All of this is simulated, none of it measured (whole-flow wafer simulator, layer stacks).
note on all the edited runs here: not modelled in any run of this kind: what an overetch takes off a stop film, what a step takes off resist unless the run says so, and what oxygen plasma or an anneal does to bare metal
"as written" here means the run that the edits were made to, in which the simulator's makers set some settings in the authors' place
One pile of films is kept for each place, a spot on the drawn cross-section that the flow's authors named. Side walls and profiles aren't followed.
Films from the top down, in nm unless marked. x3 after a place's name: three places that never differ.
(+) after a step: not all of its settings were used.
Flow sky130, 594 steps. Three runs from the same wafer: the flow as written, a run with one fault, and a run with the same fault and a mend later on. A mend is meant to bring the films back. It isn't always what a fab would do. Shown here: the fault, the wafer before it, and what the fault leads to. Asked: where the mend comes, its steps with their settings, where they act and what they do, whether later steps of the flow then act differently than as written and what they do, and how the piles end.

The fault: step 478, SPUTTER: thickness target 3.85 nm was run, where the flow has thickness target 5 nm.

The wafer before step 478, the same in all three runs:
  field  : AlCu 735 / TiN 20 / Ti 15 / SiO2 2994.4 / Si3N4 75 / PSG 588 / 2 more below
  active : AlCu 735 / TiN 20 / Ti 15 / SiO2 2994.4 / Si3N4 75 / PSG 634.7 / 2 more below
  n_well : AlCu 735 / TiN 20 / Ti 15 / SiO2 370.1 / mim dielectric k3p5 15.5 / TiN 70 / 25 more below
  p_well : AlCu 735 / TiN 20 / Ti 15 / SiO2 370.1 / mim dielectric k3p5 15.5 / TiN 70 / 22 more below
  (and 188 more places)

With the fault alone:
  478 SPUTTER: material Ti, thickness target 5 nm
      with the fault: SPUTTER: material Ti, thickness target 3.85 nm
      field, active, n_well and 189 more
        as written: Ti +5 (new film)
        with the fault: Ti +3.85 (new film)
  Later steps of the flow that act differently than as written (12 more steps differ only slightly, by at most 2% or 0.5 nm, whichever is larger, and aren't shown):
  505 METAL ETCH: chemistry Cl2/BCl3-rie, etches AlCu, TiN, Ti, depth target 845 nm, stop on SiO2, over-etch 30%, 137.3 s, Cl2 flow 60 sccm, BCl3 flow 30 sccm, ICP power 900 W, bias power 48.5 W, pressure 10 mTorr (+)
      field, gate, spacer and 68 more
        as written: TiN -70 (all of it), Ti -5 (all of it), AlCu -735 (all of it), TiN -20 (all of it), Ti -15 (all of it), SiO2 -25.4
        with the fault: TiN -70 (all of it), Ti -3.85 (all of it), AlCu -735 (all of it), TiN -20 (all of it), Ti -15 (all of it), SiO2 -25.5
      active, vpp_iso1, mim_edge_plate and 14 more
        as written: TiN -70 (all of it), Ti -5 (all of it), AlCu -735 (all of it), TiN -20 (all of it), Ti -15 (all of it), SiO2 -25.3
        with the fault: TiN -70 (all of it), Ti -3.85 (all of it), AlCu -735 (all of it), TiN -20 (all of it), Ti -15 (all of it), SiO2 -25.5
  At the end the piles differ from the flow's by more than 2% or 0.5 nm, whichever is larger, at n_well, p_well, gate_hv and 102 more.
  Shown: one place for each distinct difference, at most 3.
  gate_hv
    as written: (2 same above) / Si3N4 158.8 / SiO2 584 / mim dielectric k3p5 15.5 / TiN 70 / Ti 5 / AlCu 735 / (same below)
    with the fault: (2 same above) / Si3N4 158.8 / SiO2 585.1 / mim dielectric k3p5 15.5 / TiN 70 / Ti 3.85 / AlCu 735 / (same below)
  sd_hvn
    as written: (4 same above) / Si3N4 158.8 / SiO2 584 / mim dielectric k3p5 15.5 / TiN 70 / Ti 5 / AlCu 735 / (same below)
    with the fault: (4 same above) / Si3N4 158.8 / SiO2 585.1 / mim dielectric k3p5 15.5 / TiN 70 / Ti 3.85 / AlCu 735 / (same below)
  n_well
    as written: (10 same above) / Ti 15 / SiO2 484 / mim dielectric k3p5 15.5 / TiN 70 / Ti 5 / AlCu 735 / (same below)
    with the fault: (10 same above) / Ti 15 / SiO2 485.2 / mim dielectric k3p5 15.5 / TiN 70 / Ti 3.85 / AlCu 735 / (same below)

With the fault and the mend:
  The mend comes after step 478.
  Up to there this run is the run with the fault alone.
  478a SPUTTER: material Ti, thickness target 1.15 nm (the flow's step 478 once more, with other settings)
      field, active, n_well and 189 more
        Ti +1.15
  No later step of the flow acts differently than as written at any place that is followed.
  At the end the piles are the same as the flow's at every place that both follow.
